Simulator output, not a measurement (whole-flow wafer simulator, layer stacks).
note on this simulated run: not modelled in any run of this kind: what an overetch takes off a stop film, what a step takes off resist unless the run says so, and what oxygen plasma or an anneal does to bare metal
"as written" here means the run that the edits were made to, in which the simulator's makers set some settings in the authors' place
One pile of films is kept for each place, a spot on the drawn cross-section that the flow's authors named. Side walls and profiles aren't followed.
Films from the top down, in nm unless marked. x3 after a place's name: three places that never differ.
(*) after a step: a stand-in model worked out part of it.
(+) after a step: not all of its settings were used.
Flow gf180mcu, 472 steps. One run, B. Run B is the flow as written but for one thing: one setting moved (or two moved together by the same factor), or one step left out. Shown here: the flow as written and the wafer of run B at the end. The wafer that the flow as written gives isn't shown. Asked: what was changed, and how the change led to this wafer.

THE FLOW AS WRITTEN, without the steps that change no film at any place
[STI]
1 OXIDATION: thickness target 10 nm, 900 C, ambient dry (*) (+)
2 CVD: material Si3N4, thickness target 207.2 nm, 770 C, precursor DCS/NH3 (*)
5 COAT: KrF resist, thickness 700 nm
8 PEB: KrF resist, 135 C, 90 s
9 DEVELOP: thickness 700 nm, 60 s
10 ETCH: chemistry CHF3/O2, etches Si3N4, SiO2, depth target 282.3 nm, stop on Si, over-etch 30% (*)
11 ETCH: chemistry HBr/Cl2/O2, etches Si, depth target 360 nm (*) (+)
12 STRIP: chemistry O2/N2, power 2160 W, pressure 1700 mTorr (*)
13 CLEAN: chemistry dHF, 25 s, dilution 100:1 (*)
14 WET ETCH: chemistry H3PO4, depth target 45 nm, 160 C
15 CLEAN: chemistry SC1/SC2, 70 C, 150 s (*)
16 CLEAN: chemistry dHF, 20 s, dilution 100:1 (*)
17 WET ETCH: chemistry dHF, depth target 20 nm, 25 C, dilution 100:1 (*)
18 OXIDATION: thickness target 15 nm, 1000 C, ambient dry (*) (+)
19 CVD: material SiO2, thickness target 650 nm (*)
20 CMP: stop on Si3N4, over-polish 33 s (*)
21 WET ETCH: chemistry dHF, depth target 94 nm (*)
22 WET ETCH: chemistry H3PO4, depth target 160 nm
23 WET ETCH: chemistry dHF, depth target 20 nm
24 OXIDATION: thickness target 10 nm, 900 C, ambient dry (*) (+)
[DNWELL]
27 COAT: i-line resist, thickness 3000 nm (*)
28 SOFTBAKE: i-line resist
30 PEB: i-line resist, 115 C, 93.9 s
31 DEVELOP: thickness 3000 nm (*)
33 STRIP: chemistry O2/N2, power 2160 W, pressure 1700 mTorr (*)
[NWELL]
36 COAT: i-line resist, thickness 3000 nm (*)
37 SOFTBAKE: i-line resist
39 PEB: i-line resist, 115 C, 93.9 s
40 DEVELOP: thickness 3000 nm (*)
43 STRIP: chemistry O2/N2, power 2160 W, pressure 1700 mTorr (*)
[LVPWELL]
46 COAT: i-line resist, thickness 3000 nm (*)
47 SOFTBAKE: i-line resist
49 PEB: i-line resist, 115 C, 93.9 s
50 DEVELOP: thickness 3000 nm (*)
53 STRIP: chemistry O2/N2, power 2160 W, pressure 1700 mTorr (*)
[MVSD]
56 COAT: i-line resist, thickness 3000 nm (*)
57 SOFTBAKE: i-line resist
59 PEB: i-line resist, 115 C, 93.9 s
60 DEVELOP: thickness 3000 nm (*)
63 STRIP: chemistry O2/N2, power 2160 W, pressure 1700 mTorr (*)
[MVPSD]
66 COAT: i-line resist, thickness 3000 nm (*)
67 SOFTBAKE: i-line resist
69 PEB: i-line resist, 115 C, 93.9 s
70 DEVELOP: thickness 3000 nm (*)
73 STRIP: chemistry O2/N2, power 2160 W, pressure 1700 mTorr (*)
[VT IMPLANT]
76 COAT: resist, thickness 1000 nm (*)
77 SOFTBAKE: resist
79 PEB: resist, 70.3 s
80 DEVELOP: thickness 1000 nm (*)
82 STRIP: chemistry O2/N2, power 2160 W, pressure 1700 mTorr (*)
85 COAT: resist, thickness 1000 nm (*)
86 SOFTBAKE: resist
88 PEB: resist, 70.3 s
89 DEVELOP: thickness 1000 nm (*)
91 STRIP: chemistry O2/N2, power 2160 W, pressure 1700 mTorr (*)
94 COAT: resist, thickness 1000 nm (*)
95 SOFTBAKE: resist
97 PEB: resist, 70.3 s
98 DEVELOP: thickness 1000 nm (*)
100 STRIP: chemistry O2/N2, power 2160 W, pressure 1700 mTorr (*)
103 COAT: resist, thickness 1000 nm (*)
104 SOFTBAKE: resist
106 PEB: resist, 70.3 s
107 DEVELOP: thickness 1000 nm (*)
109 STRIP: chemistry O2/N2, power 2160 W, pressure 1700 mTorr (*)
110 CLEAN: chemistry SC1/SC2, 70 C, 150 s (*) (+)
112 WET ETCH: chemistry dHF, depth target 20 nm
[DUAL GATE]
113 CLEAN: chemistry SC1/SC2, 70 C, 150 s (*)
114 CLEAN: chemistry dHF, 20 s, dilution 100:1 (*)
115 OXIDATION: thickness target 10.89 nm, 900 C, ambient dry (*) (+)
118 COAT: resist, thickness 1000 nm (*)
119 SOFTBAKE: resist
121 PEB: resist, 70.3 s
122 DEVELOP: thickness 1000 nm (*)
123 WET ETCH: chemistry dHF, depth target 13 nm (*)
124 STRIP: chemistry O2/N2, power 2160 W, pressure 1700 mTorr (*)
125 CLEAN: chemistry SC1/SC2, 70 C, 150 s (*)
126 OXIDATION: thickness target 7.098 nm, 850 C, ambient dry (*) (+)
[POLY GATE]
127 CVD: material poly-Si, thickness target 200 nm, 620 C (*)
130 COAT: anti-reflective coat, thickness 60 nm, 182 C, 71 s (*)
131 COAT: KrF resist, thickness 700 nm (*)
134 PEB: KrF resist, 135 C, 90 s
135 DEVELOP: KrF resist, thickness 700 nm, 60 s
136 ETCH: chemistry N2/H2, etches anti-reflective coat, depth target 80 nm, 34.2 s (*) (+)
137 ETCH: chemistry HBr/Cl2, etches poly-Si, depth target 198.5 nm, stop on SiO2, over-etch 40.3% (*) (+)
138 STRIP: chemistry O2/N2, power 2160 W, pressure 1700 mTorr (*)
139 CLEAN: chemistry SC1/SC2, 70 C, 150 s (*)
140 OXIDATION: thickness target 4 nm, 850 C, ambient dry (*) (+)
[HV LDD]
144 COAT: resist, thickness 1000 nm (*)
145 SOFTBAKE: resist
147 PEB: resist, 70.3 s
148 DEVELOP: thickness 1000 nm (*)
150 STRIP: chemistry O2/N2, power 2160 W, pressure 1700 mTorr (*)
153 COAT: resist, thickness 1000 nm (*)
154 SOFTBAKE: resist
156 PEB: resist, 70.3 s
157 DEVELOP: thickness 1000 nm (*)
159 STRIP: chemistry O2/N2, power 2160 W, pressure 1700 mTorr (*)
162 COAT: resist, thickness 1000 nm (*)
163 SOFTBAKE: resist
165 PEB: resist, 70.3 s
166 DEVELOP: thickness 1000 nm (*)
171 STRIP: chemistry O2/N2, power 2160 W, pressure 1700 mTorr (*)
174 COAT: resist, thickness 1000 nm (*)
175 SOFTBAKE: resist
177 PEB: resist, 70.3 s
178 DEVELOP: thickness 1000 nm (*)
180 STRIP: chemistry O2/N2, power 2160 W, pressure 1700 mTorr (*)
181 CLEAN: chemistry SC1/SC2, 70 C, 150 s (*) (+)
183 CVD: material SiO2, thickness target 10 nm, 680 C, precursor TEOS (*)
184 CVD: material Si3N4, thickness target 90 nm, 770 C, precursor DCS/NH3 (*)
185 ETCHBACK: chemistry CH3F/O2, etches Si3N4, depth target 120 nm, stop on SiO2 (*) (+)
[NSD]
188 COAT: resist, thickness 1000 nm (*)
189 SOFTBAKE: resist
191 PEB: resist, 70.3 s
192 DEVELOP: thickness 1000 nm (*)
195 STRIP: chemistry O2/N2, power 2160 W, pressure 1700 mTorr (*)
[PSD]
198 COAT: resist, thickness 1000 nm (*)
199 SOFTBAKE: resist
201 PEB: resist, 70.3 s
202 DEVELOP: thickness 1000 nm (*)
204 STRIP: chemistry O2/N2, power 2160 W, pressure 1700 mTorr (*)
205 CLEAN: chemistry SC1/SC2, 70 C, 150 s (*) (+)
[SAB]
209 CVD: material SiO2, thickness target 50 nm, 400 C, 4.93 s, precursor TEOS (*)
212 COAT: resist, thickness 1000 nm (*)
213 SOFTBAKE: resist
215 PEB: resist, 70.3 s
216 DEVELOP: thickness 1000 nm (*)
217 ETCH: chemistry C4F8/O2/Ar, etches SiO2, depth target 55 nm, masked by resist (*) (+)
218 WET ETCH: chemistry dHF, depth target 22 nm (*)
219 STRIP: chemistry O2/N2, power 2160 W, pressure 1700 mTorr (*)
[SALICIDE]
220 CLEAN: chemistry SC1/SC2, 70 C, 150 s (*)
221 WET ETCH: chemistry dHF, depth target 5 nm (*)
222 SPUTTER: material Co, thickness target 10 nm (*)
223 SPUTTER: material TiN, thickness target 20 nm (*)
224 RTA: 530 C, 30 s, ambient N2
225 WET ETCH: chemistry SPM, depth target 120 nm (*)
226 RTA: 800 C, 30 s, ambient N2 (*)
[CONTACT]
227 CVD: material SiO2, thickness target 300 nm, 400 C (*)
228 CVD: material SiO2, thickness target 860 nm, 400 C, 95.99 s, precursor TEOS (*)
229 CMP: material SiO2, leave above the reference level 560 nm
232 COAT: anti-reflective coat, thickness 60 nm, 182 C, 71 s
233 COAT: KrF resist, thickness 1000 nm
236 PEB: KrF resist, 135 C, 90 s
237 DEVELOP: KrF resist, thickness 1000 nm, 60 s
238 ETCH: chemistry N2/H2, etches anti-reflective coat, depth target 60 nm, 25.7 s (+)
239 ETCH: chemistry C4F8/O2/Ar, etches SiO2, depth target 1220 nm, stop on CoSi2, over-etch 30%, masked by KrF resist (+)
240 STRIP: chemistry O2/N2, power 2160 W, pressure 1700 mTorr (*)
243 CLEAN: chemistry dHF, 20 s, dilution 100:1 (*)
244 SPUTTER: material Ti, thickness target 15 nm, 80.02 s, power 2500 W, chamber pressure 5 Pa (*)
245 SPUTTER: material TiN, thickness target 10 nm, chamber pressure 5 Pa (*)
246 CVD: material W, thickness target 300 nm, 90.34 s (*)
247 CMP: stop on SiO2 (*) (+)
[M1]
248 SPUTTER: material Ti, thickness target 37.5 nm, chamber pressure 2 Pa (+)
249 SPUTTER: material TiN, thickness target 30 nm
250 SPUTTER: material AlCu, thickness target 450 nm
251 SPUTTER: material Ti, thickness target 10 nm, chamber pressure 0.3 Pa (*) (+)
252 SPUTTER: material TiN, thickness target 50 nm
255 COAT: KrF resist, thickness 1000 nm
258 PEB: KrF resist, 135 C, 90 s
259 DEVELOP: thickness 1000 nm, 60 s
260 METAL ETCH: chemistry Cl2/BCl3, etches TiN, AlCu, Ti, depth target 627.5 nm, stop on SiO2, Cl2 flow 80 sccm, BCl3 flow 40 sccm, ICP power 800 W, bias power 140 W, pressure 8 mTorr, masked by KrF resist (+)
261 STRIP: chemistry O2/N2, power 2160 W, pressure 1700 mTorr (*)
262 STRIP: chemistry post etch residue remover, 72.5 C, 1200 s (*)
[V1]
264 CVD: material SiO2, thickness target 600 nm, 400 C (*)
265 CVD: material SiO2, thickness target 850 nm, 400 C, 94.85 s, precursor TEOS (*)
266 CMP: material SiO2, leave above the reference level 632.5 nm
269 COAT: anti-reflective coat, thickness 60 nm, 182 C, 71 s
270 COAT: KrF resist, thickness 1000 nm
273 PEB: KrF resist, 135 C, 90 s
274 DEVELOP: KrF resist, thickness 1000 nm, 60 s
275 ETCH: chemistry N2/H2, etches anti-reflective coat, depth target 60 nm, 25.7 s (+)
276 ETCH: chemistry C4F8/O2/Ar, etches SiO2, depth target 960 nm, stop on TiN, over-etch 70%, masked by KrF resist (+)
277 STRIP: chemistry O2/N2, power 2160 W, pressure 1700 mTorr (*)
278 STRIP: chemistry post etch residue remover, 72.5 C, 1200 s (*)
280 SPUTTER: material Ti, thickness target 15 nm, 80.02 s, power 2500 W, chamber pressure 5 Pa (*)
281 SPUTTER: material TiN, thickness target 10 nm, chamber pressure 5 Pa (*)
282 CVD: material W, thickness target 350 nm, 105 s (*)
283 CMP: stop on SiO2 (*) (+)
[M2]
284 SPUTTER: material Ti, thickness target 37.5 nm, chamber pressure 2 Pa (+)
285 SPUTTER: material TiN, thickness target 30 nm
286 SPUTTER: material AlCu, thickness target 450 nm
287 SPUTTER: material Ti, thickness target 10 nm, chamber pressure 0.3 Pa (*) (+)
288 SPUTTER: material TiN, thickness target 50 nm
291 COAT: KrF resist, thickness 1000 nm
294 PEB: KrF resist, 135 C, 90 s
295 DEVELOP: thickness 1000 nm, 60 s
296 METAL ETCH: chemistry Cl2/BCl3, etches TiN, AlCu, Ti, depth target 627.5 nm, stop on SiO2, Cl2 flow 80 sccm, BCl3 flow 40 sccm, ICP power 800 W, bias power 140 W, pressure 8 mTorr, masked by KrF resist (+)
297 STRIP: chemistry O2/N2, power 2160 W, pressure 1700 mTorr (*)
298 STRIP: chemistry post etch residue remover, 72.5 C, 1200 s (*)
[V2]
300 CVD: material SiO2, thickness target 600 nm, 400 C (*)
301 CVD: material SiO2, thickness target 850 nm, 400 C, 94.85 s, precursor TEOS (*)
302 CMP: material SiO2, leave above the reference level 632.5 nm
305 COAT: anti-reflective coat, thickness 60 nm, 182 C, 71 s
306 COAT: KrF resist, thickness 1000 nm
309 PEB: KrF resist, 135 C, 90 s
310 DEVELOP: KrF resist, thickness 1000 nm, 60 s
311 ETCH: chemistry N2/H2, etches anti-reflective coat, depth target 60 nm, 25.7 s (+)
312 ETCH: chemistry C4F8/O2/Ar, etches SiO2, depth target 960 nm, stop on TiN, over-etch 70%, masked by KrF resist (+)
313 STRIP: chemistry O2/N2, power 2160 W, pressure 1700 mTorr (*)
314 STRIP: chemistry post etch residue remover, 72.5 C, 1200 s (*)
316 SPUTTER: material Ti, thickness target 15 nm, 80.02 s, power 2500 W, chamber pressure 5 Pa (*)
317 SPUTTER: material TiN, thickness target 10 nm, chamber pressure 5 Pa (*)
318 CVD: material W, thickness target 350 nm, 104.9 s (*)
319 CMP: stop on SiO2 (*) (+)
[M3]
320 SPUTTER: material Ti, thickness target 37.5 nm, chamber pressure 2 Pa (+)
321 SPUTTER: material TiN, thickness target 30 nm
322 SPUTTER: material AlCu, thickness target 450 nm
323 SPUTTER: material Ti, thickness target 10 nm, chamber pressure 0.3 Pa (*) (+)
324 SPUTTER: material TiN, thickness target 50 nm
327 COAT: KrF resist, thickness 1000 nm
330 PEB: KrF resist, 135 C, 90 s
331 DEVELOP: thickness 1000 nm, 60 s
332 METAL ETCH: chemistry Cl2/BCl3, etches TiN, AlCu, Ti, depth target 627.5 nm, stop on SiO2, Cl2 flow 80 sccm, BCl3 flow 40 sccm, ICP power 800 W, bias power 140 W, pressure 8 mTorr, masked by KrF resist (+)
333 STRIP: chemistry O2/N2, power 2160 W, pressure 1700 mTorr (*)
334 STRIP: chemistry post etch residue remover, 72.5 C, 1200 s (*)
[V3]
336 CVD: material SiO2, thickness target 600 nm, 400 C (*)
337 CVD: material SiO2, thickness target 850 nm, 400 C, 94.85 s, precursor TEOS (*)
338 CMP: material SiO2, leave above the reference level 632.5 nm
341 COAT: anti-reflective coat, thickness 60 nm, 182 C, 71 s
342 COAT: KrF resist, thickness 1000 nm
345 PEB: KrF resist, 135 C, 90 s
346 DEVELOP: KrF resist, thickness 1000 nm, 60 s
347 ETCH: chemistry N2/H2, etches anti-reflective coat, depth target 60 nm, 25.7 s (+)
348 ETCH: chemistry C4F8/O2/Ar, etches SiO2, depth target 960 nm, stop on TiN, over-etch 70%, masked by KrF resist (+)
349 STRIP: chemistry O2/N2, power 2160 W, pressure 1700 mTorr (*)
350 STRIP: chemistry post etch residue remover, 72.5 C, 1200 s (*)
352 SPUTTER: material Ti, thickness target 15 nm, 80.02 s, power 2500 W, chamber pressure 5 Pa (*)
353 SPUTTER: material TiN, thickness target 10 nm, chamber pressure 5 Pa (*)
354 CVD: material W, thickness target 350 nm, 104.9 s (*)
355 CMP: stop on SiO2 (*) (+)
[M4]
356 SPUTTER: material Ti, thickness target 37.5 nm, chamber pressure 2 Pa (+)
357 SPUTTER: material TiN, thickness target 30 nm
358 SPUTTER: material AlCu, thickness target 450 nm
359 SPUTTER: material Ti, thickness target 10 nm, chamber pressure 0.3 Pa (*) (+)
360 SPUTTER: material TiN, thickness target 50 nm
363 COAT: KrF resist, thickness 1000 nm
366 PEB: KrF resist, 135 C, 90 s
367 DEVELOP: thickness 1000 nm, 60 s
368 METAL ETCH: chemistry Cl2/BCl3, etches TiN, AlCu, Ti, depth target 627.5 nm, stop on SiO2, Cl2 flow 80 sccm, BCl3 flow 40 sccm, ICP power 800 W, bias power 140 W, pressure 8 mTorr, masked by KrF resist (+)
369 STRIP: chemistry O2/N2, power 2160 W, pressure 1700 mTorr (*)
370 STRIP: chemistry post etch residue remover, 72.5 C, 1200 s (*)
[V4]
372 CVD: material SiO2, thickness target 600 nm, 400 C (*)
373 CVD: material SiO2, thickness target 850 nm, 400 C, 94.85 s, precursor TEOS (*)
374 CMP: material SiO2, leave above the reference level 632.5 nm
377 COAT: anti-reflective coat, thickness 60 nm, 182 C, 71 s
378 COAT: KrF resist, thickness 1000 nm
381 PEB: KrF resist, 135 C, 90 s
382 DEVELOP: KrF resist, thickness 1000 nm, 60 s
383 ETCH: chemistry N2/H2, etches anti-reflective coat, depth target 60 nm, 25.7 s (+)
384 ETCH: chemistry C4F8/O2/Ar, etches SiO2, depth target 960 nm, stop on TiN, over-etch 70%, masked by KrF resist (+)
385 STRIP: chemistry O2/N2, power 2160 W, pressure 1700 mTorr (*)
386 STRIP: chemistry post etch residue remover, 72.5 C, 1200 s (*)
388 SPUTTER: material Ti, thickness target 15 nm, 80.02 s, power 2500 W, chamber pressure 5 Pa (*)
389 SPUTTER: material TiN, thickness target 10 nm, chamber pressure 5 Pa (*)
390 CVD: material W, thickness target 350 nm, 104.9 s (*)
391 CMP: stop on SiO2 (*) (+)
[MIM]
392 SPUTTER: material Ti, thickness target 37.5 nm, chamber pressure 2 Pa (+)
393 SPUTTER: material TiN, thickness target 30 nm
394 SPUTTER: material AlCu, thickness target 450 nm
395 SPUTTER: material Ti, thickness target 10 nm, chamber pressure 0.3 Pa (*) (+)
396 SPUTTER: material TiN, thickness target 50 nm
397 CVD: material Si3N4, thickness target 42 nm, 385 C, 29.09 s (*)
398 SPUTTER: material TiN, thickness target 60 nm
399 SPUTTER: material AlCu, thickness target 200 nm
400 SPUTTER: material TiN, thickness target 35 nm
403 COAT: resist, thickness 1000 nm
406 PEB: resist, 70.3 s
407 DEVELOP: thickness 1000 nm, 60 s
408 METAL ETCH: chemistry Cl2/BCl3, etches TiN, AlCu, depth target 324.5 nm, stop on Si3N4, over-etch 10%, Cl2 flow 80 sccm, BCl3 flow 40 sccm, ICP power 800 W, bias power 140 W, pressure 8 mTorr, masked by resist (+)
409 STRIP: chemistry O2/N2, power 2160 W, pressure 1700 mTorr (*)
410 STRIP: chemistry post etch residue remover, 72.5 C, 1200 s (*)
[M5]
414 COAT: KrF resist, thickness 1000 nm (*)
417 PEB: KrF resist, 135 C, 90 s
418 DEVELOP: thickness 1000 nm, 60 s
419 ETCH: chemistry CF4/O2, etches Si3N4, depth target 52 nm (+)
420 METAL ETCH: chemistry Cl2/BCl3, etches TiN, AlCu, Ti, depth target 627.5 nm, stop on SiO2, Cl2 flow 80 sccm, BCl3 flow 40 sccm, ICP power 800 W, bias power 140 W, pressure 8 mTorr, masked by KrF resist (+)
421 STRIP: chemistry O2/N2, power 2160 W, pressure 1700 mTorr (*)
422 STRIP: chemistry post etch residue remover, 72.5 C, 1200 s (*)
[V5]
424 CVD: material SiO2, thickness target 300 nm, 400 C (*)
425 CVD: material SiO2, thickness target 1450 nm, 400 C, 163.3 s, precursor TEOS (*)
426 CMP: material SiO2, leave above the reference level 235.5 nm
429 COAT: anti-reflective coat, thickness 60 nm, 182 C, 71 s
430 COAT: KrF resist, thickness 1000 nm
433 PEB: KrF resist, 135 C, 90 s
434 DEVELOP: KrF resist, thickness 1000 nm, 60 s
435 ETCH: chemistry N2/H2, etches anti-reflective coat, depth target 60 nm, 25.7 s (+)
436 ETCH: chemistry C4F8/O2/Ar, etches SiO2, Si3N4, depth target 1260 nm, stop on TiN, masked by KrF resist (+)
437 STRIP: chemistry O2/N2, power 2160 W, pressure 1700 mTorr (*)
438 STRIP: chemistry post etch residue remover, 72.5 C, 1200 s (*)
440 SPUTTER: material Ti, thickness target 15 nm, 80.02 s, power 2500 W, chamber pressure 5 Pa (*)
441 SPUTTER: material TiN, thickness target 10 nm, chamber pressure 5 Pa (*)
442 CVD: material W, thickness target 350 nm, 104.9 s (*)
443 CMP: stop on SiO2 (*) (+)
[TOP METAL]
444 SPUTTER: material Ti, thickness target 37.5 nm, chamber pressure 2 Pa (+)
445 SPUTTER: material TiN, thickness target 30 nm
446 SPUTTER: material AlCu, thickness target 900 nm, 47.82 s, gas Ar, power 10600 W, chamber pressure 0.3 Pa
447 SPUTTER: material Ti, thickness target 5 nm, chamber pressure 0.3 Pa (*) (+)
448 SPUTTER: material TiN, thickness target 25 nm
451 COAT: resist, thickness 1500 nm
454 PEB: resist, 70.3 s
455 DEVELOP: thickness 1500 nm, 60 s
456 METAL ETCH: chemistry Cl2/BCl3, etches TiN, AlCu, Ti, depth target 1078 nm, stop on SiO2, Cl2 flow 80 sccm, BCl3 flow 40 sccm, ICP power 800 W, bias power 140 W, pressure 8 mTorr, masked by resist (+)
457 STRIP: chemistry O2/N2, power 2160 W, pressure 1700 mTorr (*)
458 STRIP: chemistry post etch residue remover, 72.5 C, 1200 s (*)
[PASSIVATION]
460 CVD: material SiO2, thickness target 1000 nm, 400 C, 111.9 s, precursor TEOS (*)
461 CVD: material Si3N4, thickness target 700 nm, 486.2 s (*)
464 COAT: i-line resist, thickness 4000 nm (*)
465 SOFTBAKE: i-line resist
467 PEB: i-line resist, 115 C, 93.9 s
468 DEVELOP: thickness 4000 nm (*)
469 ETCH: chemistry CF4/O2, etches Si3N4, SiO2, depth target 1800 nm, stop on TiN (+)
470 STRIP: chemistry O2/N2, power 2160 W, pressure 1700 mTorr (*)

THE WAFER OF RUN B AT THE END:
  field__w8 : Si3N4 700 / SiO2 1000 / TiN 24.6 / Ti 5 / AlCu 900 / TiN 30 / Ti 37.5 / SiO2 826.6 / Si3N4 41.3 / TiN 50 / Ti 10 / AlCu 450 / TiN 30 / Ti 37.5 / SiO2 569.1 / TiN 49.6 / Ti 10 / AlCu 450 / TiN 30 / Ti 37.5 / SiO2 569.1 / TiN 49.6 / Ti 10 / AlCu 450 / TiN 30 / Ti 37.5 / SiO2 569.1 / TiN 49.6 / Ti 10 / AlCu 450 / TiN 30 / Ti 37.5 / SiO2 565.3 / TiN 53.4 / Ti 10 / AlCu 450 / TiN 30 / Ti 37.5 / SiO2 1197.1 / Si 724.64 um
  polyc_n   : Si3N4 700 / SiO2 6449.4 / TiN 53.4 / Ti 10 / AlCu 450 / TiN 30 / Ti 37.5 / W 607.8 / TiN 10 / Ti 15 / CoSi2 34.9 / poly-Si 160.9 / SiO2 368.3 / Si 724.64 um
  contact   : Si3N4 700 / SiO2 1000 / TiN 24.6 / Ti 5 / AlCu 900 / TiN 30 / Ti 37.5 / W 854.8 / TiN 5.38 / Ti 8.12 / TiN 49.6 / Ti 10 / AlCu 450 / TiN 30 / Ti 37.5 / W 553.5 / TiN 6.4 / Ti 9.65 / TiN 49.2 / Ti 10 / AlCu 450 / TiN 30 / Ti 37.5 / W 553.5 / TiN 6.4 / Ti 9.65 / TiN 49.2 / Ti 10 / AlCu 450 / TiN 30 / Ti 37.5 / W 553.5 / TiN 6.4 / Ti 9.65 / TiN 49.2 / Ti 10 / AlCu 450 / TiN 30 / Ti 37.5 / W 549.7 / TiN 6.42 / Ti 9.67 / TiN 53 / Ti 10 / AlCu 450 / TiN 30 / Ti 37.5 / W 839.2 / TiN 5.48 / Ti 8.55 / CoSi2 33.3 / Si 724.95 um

The cause: step 252, SPUTTER: thickness target 53.8 nm was run, where the flow has thickness target 50 nm.

How the change led to this, step by step:
  252 SPUTTER: material TiN, thickness target 50 nm
      field, field__w1, field__w2 and 108 more: TiN +53.8 (new film) (as written it would be: TiN +50 (new film))
  260 METAL ETCH: chemistry Cl2/BCl3, etches TiN, AlCu, Ti, depth target 627.5 nm, stop on SiO2, Cl2 flow 80 sccm, BCl3 flow 40 sccm, ICP power 800 W, bias power 140 W, pressure 8 mTorr, masked by KrF resist (+)
      field, field__w1, field__w2 and 99 more: TiN -53.8 (all of it), Ti -10 (all of it), AlCu -450 (all of it), TiN -30 (all of it), Ti -37.5 (all of it) (as written it would be: TiN -50 (all of it), Ti -10 (all of it), AlCu -450 (all of it), TiN -30 (all of it), Ti -37.5 (all of it))
